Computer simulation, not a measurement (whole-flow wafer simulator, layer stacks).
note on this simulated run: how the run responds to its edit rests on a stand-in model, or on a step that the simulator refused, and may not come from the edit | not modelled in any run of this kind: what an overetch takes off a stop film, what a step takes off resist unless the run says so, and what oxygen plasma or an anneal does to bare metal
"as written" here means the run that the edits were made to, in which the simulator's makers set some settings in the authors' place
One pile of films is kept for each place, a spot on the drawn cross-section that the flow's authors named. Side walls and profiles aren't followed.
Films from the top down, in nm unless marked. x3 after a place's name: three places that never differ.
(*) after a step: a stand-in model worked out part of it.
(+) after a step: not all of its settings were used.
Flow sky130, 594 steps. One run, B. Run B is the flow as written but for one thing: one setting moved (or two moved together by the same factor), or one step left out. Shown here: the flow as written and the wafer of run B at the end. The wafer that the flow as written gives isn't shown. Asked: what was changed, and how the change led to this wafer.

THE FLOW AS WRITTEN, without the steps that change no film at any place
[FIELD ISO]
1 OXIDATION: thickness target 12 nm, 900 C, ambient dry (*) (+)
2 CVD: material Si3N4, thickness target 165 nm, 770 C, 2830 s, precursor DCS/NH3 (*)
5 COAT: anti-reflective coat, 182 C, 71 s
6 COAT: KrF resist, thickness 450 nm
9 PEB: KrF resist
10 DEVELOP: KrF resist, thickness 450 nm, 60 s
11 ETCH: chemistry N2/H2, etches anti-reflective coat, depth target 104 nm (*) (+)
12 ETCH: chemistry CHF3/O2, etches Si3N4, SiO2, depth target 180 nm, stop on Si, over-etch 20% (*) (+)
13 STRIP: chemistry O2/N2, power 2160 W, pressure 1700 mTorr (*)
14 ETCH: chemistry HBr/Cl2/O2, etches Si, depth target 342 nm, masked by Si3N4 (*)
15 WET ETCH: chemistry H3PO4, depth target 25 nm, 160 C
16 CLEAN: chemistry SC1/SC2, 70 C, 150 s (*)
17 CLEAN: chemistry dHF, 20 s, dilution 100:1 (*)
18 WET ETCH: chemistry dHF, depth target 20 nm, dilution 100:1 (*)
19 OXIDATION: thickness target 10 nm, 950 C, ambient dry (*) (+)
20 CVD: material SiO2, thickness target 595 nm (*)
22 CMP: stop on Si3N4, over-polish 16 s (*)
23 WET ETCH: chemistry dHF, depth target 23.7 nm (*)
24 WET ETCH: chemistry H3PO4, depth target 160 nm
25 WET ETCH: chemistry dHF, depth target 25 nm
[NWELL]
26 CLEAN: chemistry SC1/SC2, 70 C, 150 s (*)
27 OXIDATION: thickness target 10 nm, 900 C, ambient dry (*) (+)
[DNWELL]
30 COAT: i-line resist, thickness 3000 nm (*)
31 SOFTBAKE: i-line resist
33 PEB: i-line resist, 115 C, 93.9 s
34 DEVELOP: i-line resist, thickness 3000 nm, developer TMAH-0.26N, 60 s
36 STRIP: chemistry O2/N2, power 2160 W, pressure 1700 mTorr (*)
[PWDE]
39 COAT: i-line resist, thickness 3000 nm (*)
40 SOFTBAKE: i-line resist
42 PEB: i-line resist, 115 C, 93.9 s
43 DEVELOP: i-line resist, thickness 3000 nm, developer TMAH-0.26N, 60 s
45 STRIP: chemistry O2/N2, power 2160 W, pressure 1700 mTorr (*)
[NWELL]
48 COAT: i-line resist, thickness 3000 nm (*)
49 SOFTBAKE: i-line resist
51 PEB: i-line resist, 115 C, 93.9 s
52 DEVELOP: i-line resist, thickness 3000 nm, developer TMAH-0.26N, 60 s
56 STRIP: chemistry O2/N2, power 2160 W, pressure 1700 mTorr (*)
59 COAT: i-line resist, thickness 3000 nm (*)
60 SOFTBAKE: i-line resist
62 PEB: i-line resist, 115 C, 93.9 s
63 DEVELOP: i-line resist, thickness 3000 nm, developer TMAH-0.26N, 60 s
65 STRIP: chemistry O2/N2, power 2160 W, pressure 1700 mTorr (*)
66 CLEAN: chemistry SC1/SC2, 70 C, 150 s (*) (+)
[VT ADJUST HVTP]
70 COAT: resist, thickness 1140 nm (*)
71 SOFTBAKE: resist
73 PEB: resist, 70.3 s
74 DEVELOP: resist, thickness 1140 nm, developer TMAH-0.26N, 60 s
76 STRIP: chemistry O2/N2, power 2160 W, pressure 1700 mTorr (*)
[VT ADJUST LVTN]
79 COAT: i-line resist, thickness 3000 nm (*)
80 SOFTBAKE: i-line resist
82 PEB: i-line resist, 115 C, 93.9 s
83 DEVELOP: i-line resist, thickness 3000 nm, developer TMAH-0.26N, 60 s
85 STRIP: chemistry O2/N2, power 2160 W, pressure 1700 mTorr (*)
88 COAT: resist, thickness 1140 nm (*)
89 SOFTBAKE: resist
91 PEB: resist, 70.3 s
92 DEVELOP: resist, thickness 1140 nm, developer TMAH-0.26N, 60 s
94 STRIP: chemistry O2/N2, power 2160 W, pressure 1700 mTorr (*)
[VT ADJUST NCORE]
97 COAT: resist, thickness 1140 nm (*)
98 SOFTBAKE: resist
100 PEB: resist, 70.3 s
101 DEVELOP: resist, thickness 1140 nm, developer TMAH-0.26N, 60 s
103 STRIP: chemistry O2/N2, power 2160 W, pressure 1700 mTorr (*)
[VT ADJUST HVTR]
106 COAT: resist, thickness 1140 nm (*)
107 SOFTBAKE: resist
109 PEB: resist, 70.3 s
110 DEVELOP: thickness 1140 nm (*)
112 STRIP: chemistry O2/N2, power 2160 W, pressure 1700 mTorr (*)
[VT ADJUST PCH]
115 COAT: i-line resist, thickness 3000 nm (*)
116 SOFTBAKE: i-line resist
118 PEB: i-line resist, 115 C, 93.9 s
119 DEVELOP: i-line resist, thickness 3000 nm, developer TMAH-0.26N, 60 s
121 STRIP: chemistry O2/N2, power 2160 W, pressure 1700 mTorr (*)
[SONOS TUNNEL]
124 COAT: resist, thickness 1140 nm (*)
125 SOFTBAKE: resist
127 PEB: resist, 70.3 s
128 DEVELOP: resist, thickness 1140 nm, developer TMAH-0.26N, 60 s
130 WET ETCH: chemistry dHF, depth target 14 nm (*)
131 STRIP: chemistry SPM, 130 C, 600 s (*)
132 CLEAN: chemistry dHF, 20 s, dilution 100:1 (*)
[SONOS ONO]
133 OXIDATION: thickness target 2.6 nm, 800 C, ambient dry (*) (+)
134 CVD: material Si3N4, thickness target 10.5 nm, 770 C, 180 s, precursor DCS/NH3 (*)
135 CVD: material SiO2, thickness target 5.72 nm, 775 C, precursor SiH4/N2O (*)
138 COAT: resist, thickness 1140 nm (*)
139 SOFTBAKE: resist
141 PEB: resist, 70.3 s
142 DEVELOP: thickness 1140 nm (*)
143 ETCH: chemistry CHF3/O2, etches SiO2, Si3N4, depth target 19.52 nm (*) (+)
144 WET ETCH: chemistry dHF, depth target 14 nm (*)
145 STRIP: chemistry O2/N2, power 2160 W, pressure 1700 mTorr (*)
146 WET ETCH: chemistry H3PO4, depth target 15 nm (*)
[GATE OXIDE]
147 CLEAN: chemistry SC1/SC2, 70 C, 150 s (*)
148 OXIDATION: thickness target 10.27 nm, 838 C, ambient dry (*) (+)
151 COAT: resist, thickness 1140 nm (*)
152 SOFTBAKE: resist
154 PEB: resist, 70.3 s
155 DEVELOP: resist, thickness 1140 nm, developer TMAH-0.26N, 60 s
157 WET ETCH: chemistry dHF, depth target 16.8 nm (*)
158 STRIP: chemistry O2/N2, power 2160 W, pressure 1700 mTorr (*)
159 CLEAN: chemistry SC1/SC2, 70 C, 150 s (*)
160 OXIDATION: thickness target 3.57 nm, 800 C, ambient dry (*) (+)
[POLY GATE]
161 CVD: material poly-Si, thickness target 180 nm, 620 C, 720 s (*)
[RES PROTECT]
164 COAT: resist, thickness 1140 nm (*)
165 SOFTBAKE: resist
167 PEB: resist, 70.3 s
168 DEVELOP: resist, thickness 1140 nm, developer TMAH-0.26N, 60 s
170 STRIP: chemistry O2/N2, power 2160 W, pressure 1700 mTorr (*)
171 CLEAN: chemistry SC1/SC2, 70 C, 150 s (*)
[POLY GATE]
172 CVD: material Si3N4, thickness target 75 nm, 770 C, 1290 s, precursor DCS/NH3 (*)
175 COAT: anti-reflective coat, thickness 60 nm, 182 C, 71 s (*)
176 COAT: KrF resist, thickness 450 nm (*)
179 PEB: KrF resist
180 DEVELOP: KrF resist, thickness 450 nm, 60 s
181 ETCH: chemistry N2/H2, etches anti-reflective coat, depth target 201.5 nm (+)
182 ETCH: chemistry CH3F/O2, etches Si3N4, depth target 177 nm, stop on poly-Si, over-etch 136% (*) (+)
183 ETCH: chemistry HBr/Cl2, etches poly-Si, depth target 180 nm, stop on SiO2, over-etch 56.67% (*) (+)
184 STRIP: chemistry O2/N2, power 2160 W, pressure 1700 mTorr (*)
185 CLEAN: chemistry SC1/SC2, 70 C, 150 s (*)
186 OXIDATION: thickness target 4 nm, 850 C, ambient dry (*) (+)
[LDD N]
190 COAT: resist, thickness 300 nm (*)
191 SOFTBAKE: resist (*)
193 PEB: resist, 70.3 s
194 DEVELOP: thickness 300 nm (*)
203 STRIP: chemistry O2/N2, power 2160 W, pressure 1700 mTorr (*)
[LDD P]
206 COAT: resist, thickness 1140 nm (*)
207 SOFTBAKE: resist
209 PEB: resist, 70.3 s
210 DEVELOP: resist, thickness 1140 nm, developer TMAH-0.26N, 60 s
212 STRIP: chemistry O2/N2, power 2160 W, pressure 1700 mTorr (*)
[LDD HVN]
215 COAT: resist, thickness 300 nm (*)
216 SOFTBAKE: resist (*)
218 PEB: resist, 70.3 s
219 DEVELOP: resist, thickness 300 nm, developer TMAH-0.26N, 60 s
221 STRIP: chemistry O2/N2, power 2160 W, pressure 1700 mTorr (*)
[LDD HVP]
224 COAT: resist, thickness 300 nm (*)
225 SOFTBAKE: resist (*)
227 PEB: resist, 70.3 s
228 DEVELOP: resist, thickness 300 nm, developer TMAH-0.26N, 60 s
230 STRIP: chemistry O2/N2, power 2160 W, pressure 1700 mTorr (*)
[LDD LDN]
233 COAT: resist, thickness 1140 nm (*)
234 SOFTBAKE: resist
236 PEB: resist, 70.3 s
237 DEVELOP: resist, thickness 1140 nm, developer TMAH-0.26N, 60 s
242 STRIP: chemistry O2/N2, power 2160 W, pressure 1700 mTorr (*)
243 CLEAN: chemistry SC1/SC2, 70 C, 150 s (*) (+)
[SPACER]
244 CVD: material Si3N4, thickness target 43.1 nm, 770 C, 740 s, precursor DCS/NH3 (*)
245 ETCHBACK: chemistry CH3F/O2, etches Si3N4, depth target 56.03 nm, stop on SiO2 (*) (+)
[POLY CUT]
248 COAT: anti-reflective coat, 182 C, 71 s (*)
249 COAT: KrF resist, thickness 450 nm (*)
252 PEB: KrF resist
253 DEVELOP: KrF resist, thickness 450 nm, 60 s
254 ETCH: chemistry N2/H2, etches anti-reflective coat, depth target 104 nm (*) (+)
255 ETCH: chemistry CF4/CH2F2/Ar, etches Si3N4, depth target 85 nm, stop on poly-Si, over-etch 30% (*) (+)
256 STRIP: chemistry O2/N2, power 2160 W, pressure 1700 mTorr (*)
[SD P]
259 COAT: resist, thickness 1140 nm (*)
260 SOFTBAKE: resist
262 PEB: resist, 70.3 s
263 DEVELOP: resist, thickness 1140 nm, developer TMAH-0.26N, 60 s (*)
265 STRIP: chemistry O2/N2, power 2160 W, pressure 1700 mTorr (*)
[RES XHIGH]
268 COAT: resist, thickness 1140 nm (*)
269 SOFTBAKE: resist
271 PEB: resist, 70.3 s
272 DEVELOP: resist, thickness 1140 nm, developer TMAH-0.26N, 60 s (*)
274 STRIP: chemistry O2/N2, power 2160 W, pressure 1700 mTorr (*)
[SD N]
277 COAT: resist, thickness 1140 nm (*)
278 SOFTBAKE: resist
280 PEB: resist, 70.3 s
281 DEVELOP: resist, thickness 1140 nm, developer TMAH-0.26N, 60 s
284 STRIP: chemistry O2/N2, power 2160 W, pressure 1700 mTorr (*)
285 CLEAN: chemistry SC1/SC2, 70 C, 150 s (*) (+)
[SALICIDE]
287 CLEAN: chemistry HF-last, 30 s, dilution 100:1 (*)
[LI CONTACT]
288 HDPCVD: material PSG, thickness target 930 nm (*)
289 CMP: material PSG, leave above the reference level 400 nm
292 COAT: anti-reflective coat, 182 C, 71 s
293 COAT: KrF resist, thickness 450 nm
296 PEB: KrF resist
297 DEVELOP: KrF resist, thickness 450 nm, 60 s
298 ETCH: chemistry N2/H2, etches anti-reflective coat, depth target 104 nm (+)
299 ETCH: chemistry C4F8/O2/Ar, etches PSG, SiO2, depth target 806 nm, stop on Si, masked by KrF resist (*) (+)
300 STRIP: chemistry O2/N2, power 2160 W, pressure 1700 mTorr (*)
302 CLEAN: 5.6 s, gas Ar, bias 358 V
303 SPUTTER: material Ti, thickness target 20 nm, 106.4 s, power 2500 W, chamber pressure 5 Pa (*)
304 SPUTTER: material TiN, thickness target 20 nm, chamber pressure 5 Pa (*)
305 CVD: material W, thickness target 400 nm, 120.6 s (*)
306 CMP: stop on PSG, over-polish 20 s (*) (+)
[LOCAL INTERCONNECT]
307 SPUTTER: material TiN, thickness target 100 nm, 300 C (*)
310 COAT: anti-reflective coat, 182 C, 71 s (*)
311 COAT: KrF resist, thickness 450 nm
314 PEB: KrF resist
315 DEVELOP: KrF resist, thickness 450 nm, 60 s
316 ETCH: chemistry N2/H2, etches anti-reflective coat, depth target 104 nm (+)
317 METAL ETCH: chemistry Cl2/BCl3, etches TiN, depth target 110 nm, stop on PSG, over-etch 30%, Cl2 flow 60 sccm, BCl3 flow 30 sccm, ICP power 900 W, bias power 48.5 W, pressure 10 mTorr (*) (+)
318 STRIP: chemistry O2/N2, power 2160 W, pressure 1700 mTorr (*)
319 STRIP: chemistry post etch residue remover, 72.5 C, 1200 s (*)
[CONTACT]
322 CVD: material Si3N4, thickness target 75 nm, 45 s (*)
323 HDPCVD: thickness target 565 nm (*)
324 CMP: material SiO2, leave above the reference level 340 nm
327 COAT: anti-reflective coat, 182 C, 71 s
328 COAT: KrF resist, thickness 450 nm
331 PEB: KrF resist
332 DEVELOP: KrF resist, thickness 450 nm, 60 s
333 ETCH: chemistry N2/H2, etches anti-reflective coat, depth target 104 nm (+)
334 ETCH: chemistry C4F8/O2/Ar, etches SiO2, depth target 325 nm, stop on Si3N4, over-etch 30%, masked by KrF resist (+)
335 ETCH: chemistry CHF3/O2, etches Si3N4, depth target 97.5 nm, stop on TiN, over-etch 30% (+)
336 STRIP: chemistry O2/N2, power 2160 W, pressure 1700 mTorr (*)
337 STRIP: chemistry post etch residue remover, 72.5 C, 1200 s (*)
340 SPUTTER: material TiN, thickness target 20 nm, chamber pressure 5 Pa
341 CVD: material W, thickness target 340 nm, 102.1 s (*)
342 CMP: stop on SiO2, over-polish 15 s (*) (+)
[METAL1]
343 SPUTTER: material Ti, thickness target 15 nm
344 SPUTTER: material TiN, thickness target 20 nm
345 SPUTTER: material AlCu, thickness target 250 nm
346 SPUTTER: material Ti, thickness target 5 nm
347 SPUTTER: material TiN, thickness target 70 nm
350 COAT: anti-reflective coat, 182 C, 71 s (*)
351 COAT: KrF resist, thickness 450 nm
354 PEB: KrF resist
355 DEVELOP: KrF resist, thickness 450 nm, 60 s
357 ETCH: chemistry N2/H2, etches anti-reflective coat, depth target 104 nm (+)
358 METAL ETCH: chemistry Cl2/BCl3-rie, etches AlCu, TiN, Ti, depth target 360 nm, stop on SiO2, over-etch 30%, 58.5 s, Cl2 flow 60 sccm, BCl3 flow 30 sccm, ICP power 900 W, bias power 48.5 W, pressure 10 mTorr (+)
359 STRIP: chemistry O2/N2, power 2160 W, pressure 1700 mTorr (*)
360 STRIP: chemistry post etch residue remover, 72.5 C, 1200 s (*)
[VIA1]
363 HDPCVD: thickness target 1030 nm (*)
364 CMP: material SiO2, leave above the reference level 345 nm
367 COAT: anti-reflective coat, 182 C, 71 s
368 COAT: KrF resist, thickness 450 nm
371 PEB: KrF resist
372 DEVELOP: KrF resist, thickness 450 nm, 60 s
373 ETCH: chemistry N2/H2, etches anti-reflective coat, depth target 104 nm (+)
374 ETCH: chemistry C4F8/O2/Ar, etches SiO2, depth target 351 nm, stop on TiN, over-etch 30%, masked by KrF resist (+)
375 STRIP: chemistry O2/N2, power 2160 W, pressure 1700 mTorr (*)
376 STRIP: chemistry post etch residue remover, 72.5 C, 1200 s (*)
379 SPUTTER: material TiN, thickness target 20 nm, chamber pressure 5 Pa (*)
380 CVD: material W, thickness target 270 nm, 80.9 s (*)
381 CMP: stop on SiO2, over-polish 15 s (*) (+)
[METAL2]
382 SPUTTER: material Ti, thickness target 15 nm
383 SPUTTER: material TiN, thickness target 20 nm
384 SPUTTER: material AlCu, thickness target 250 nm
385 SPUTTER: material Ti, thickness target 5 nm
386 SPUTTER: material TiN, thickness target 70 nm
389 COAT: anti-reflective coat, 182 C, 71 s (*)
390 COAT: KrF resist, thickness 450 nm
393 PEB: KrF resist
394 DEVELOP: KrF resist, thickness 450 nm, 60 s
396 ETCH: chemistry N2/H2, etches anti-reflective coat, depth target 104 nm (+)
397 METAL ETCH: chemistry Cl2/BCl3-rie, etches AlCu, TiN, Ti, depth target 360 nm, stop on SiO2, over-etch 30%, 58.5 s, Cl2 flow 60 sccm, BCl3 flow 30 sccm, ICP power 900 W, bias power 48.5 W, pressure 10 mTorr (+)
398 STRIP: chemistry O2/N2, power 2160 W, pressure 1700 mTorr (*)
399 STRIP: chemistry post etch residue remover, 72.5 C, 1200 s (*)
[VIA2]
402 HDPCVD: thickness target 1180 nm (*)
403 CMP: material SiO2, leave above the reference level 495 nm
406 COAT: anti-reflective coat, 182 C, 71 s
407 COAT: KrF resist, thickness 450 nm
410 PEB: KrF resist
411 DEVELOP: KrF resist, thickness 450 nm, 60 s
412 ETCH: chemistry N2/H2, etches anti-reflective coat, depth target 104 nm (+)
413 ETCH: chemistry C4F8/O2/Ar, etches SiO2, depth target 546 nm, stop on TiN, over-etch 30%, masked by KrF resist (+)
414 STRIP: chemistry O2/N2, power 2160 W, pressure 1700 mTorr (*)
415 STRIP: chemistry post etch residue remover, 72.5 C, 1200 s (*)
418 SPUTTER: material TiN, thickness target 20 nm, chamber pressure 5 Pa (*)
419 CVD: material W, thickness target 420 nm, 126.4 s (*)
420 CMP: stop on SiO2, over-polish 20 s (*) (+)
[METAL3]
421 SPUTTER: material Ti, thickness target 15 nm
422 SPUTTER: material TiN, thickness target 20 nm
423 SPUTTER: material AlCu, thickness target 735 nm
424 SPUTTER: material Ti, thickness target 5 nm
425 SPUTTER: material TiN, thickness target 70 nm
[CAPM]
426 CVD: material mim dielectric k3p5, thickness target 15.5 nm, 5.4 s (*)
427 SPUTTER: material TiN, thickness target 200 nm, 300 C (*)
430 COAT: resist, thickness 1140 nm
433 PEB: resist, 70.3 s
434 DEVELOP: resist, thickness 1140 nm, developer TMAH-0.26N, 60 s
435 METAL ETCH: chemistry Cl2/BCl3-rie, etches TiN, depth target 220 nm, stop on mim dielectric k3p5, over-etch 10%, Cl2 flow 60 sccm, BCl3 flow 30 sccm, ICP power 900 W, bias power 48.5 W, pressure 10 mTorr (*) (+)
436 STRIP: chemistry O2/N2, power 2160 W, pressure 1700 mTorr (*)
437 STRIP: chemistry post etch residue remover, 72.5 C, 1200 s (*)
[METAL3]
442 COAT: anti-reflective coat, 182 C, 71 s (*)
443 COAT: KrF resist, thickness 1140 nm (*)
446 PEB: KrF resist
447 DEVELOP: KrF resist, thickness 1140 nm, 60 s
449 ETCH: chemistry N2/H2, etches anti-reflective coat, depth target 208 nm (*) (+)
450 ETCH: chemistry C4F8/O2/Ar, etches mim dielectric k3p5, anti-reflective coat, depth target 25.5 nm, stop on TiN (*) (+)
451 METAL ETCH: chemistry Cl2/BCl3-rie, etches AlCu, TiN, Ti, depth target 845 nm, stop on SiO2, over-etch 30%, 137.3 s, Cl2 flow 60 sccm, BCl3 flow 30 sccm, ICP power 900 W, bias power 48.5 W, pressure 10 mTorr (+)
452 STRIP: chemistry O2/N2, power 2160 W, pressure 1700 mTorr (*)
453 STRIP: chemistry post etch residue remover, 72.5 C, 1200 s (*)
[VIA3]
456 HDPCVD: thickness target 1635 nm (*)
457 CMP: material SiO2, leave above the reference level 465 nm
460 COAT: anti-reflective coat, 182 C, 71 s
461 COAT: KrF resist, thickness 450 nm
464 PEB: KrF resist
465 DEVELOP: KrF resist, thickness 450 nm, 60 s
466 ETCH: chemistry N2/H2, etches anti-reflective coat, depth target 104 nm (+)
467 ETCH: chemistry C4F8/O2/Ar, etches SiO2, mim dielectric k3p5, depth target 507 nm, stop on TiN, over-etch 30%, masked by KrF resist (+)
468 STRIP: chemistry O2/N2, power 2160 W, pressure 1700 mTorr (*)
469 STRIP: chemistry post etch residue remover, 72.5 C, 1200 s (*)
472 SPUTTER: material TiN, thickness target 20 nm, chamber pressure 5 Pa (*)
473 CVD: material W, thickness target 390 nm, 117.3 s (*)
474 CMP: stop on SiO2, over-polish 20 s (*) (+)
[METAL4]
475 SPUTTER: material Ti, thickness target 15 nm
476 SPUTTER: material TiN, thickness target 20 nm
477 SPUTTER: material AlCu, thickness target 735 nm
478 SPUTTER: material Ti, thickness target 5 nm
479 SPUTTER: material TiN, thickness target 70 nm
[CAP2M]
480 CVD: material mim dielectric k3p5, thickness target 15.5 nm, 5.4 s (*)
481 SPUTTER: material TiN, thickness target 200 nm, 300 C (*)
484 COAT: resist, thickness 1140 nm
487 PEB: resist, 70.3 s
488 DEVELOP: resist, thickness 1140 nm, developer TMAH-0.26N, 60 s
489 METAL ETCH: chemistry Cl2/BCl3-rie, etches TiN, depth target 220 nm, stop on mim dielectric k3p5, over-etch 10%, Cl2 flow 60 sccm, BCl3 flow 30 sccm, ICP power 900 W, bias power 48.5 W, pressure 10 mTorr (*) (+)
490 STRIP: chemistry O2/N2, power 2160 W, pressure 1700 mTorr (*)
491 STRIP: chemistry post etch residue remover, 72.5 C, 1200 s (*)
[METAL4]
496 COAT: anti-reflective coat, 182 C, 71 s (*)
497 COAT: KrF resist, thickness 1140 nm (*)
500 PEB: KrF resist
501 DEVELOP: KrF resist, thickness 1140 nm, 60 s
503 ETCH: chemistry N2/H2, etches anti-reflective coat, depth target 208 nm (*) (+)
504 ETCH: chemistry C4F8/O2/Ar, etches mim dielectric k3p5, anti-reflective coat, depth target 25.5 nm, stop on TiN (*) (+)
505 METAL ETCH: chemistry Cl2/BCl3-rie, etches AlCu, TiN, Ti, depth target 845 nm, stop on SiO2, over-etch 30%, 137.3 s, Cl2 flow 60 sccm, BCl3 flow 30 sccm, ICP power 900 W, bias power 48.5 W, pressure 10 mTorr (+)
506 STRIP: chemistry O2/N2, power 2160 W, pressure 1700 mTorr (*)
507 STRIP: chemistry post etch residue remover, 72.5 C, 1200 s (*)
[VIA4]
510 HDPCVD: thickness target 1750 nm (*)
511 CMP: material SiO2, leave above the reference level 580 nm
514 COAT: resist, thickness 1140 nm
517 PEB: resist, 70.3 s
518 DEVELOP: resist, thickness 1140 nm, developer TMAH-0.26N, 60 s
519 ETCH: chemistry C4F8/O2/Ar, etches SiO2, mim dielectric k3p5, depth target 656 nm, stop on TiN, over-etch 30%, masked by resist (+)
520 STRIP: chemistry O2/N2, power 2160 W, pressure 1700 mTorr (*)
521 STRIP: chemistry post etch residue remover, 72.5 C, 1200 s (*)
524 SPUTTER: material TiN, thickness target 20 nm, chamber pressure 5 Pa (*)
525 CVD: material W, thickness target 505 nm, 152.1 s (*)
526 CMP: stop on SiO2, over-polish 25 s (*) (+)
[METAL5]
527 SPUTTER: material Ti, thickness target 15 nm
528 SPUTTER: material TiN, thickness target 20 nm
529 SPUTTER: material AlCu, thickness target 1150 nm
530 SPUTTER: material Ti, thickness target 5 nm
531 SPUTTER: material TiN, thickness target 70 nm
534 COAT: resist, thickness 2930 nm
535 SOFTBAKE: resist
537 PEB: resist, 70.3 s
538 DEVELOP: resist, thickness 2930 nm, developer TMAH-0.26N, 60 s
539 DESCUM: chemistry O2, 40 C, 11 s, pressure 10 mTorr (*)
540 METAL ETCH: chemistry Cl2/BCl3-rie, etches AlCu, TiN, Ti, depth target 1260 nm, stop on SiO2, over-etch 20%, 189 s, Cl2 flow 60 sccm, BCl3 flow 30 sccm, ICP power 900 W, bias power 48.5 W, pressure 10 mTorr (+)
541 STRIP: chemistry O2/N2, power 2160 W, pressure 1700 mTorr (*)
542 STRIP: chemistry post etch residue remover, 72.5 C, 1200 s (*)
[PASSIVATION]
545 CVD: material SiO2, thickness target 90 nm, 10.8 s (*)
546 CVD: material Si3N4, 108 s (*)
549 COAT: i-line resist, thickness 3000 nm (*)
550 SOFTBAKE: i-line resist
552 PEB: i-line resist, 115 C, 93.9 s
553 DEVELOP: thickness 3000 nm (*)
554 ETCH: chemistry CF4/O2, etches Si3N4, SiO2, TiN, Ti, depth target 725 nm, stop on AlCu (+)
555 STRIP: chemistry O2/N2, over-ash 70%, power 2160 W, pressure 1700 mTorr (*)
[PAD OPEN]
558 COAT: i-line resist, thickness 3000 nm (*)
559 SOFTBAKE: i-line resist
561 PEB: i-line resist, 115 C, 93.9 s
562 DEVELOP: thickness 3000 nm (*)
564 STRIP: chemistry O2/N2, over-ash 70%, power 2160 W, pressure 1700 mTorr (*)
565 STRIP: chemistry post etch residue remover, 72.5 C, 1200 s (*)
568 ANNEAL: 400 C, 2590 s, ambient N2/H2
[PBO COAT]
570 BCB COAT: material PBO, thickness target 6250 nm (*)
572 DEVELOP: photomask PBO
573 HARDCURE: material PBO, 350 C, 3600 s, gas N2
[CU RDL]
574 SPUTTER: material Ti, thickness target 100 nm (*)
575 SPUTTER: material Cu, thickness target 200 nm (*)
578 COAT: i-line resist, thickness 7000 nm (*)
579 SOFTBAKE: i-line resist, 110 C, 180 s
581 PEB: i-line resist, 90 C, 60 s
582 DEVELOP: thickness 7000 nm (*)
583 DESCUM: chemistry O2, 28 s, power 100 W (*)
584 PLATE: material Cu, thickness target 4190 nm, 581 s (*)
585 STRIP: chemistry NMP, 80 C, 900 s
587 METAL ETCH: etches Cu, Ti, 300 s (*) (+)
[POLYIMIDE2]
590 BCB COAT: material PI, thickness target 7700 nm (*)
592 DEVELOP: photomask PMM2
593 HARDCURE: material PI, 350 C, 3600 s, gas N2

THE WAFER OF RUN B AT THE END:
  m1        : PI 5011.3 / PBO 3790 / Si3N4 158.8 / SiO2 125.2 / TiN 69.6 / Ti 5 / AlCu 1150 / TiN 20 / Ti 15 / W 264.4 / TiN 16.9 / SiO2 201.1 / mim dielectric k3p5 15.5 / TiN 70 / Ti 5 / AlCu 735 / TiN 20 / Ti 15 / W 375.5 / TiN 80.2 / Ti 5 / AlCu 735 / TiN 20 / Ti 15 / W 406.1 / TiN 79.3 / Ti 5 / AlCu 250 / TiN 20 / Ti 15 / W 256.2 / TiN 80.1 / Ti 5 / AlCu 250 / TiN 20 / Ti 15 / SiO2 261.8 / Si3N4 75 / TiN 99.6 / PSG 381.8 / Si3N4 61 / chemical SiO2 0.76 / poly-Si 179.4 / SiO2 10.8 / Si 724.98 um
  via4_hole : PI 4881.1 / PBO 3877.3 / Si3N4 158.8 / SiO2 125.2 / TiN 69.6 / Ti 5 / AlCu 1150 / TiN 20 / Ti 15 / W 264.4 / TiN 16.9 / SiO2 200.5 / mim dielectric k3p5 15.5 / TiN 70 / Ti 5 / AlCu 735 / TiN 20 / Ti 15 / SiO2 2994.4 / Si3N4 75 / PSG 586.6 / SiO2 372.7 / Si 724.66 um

The cause: step 519, ETCH: depth target 289 nm was run, where the flow has depth target 656 nm.

How the change led to this, step by step:
  519 ETCH: chemistry C4F8/O2/Ar, etches SiO2, mim dielectric k3p5, depth target 656 nm, stop on TiN, over-etch 30%, masked by resist (+)
      m1: SiO2 -289 (as written it would be: SiO2 -490.1 (all of it), mim dielectric k3p5 -15.5 (all of it))
      via4_hole: SiO2 -289 (as written it would be: SiO2 -489.5 (all of it), mim dielectric k3p5 -15.5 (all of it))
      (and at 191 more places)
  520 STRIP: chemistry O2/N2, power 2160 W, pressure 1700 mTorr (*)
      field, active, n_well and 188 more: resist -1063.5 (all of it) (as written it would be: resist -990.1 (all of it))
  524 SPUTTER: material TiN, thickness target 20 nm, chamber pressure 5 Pa (*)
      m1, via4_hole: TiN +16.9 (new film) (as written it would be: TiN +15.3)
  525 CVD: material W, thickness target 505 nm, 152.1 s (*)
      m1: W +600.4 (new film) (as written it would be: W +1015.8 (new film))
      via4_hole: W +602.1 (new film) (as written it would be: W +1015.2 (new film))
  526 CMP: stop on SiO2, over-polish 25 s (*) (+)
      m1: W -335.9 (as written it would be: W -532.7)
      via4_hole: W -337.7 (as written it would be: W -532.7)
Counting metal films that touch as one body, m1 has 3 bodies (between them, from the top down: SiO2 201.1 / mim dielectric k3p5 15.5; SiO2 261.8 / Si3N4 75); the flow as written gives 2 bodies (between them, from the top down: SiO2 261.8 / Si3N4 75).
Counting metal films that touch as one body, via4_hole has 2 bodies (between them, from the top down: SiO2 200.5 / mim dielectric k3p5 15.5); the flow as written gives 1 body.
